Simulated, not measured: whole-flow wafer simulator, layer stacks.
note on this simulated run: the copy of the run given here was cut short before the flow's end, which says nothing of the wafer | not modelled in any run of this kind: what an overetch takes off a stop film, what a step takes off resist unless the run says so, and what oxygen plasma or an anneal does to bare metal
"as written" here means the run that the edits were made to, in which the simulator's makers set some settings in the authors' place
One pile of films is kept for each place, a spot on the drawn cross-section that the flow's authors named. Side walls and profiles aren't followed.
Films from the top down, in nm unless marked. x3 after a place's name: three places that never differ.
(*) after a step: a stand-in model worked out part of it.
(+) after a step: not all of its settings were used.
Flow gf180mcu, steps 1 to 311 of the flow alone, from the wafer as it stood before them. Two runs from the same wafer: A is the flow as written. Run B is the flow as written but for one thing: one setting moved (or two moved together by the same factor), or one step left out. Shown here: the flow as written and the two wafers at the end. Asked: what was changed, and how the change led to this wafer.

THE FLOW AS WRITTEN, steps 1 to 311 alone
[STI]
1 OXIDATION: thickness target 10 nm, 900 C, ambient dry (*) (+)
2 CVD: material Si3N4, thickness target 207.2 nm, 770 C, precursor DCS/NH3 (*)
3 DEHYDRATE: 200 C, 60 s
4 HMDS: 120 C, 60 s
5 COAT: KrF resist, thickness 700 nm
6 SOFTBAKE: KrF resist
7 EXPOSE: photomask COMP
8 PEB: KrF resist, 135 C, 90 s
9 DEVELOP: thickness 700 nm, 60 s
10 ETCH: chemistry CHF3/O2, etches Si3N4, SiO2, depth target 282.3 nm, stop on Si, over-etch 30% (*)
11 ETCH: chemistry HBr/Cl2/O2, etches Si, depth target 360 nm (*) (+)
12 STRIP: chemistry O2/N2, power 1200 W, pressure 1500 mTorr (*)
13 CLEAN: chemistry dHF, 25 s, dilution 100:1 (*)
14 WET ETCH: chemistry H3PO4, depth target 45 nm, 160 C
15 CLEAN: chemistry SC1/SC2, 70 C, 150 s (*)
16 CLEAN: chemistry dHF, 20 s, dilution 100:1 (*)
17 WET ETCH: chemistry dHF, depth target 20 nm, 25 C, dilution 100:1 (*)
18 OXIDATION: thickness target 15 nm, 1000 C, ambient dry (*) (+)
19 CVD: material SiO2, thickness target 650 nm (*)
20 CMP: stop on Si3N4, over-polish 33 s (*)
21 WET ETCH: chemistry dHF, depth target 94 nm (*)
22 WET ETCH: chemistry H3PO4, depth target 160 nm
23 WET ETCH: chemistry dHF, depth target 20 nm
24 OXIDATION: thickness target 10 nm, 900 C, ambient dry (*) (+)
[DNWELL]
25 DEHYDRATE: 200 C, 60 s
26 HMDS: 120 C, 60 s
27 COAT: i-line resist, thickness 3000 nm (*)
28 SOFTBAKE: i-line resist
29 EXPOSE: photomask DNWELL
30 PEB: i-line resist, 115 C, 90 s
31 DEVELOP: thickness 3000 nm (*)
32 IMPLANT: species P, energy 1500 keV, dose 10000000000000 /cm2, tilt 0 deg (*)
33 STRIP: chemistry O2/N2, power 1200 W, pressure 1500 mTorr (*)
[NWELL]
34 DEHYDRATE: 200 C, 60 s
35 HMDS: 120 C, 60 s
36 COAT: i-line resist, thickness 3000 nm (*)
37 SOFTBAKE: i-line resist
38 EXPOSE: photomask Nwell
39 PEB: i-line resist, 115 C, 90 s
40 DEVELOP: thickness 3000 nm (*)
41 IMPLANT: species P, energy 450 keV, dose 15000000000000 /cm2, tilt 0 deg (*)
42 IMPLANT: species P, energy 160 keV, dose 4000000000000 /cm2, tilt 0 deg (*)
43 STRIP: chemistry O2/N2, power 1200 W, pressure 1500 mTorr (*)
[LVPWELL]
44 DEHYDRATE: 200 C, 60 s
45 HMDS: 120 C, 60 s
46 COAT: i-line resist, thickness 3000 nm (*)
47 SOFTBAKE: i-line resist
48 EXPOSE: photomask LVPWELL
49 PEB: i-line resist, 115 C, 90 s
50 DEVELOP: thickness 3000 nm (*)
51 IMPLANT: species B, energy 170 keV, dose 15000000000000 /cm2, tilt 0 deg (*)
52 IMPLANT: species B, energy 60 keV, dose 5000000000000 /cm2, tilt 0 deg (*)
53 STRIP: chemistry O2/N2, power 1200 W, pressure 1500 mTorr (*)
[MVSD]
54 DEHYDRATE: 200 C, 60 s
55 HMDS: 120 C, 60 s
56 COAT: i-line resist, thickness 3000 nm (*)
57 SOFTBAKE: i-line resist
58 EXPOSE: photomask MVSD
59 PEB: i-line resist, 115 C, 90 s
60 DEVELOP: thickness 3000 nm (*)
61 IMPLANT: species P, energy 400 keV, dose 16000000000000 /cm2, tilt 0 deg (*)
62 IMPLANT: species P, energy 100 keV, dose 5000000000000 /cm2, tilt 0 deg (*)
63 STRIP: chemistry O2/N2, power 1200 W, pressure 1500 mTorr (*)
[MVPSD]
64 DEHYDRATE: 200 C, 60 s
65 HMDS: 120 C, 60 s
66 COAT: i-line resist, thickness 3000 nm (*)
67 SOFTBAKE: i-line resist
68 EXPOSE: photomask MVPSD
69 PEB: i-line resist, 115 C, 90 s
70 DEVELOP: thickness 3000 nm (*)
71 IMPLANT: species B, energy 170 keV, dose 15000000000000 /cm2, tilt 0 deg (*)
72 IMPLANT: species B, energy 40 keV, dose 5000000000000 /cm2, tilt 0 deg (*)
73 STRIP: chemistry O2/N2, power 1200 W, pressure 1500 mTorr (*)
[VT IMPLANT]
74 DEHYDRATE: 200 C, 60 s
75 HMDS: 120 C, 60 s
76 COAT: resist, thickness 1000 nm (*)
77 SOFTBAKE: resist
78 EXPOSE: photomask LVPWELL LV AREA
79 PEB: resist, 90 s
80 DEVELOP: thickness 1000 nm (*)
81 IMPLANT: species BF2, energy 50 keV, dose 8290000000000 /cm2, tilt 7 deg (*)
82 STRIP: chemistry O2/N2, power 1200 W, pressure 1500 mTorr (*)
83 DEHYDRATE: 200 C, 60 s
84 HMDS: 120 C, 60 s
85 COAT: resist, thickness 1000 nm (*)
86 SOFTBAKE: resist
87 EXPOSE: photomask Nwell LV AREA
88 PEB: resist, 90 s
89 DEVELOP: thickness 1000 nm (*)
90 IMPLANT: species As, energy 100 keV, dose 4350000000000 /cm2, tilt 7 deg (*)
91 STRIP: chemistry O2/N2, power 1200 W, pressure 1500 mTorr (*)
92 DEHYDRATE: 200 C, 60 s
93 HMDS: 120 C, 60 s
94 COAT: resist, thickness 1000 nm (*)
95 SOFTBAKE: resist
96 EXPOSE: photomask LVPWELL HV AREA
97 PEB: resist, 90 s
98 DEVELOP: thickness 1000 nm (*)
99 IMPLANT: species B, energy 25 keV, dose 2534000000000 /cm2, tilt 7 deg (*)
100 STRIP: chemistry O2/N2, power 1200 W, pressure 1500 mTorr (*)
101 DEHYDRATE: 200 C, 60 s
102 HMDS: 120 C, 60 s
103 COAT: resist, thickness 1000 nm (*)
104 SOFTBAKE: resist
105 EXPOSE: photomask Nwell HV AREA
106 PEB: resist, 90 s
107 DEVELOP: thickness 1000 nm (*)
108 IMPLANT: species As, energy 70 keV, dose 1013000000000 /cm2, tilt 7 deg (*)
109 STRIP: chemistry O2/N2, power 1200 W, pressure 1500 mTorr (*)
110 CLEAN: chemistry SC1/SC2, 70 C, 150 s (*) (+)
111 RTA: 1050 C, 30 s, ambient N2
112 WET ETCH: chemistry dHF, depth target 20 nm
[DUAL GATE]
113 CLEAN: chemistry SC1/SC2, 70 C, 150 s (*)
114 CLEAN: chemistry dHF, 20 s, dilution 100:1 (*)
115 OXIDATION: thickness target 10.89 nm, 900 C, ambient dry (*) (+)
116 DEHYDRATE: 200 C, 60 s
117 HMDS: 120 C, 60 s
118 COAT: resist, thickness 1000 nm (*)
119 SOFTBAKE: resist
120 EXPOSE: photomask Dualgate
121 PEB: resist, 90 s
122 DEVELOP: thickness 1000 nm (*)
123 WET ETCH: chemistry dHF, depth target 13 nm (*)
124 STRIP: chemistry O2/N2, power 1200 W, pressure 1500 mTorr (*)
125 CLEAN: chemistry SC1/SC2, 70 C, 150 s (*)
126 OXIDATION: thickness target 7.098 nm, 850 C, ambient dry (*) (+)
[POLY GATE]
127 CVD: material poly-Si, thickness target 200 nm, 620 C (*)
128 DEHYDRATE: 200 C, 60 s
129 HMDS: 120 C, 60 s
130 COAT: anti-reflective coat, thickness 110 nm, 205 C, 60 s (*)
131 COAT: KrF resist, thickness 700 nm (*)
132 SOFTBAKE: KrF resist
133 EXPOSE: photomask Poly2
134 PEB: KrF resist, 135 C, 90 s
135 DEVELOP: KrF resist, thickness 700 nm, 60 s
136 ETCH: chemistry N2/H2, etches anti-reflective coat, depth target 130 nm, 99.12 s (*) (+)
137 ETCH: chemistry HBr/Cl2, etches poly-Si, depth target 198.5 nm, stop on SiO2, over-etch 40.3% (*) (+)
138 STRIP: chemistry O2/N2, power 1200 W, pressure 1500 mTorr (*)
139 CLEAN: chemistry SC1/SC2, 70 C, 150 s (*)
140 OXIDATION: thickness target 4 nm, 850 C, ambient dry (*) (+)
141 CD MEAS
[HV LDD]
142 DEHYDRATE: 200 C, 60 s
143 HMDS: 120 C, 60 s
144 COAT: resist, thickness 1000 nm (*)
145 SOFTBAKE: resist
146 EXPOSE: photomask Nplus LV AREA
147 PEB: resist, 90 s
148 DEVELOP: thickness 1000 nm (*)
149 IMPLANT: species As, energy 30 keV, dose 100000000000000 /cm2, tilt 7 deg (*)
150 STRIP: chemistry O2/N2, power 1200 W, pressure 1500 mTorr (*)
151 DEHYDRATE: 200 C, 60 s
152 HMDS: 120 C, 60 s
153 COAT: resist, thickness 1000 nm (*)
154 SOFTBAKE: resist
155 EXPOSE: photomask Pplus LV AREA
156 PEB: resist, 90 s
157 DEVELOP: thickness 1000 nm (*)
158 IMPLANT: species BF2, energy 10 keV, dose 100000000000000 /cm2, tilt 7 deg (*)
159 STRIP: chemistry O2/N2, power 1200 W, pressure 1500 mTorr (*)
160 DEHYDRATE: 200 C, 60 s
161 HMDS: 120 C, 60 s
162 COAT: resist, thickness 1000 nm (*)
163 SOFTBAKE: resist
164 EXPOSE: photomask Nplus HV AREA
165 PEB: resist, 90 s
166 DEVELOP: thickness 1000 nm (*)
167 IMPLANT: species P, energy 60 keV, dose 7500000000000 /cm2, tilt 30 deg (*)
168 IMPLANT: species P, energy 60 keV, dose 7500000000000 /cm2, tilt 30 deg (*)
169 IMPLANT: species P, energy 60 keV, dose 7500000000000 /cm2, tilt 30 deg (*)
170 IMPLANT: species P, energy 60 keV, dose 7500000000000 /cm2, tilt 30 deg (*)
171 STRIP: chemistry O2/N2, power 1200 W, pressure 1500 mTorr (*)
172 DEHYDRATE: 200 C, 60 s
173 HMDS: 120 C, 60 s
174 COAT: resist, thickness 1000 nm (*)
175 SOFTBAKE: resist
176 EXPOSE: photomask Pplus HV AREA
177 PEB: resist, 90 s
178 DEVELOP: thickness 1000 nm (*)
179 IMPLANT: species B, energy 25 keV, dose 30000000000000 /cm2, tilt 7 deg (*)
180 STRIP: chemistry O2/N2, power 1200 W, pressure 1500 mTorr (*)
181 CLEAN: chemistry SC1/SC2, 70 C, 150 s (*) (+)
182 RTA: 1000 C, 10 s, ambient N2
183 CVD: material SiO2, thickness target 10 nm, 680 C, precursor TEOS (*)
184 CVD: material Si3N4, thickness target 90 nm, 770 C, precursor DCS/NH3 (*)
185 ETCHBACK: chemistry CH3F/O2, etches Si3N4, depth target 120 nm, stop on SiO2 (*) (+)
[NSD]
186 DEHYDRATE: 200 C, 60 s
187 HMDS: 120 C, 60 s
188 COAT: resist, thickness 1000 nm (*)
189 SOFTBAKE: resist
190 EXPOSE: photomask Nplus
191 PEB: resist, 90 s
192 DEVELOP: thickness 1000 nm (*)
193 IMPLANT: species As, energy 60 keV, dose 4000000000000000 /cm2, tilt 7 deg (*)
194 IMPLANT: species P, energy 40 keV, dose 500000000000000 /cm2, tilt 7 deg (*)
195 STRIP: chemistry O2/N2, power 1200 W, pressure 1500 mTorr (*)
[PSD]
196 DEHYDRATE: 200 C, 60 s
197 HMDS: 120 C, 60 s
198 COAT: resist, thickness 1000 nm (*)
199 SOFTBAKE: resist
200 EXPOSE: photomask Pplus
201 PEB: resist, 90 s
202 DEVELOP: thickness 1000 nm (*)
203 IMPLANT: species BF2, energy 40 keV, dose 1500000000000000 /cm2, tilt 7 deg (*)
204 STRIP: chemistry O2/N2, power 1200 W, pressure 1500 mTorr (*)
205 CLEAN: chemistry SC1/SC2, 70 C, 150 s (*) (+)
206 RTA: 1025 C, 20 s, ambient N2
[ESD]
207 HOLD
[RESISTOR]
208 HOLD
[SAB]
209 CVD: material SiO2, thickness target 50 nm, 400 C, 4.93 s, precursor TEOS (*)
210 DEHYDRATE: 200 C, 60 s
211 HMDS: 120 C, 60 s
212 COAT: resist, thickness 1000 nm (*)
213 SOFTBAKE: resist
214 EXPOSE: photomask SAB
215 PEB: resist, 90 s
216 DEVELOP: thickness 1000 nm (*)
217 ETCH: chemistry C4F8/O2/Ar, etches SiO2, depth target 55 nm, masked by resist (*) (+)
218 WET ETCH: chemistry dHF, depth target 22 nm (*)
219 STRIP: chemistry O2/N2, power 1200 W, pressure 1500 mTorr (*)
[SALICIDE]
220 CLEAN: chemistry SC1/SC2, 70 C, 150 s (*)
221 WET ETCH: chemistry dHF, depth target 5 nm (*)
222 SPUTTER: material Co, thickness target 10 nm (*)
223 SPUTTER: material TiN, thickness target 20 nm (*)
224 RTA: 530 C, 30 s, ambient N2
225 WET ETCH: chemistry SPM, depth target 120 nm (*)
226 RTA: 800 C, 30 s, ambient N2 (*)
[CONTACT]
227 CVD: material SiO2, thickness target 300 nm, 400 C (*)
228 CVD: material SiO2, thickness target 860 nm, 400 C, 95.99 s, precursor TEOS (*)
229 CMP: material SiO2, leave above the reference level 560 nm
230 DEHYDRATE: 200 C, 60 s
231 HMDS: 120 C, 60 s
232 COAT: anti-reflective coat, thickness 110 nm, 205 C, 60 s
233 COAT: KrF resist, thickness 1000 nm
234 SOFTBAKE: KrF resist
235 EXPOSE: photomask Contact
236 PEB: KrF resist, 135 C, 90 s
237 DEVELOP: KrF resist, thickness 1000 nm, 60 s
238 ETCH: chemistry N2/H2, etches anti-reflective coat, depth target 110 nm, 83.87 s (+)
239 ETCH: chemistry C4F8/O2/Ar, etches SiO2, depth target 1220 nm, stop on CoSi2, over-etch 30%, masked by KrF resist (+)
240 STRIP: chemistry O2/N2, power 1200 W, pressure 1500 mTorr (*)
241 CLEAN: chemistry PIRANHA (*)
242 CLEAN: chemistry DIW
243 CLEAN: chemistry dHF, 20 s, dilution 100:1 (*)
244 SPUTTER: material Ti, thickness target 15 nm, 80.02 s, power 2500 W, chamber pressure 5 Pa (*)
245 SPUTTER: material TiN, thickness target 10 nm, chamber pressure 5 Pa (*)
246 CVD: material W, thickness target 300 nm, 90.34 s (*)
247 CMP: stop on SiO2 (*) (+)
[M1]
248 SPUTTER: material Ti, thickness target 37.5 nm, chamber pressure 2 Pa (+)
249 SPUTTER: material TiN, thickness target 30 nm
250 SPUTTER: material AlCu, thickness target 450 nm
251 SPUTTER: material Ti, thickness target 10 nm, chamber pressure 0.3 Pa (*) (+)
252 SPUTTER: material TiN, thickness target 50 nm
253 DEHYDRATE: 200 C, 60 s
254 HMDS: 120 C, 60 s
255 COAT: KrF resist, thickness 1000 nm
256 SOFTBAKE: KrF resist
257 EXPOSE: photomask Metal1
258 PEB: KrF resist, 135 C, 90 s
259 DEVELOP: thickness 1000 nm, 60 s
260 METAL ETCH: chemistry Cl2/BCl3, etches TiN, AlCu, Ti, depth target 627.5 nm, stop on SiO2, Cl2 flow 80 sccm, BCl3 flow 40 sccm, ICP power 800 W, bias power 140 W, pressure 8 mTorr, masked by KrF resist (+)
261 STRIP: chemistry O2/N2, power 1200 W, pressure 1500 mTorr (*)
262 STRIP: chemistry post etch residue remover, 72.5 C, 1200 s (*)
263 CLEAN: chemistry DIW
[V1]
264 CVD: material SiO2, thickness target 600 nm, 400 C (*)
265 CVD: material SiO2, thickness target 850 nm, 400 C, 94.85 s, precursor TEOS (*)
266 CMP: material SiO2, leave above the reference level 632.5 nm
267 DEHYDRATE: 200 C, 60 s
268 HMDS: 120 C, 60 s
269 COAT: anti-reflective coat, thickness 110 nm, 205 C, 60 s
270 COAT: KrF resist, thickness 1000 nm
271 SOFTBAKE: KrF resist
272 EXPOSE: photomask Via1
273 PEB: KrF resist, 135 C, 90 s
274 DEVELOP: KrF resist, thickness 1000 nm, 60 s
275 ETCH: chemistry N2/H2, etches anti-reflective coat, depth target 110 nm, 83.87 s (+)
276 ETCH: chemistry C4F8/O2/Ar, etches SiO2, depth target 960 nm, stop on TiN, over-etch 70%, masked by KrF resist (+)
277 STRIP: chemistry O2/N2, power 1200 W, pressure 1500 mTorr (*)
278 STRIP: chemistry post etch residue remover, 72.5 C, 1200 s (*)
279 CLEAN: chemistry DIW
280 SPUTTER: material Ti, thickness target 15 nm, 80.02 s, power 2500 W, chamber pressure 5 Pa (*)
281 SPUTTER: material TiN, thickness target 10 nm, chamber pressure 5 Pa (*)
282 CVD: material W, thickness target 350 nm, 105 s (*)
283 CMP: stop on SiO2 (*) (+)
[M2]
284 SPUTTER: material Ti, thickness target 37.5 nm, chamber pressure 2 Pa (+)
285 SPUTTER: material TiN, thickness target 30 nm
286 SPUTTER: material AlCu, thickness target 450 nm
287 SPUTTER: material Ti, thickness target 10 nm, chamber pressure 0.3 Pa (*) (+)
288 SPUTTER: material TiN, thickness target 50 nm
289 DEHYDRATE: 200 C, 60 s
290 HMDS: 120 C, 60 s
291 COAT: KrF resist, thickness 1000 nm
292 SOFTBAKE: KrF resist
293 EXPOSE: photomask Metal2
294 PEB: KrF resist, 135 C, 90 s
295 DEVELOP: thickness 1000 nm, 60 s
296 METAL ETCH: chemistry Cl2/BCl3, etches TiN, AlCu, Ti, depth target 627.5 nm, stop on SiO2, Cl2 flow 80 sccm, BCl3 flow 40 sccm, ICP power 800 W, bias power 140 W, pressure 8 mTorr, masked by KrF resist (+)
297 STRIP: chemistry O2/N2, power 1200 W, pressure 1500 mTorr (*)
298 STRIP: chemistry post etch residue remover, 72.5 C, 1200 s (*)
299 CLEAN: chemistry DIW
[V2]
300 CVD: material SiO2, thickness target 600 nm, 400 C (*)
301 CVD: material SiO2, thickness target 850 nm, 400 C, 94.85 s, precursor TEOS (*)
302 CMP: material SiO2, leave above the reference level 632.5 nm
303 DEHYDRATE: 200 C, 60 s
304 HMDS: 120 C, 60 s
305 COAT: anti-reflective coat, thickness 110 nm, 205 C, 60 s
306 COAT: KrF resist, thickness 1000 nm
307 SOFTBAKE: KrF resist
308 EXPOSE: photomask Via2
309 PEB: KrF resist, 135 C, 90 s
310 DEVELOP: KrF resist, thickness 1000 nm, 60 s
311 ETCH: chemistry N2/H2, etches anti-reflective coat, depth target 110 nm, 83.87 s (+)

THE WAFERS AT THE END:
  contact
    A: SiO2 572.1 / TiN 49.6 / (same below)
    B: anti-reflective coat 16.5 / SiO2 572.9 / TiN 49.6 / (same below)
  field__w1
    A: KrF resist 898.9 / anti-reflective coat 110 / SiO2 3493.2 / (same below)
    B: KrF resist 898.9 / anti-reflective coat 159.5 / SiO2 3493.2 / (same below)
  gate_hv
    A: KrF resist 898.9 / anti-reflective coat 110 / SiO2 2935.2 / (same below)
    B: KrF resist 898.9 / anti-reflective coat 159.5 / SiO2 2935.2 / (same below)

The cause: step 305, COAT: thickness 159.5 nm was run, where the flow has thickness 110 nm.
It can be read off the wafer: field__w1 has anti-reflective coat 159.5, and step 305 as written asks for 110 nm.

How the change led to this, step by step:
  305 COAT: anti-reflective coat, thickness 110 nm, 205 C, 60 s
      field, field__w1, field__w2 and 108 more: A anti-reflective coat +110 (new film) | B anti-reflective coat +159.5 (new film)
  311 ETCH: chemistry N2/H2, etches anti-reflective coat, depth target 110 nm, 83.87 s (+)
      contact: A anti-reflective coat -110 (all of it), SiO2 -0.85 | B anti-reflective coat -143
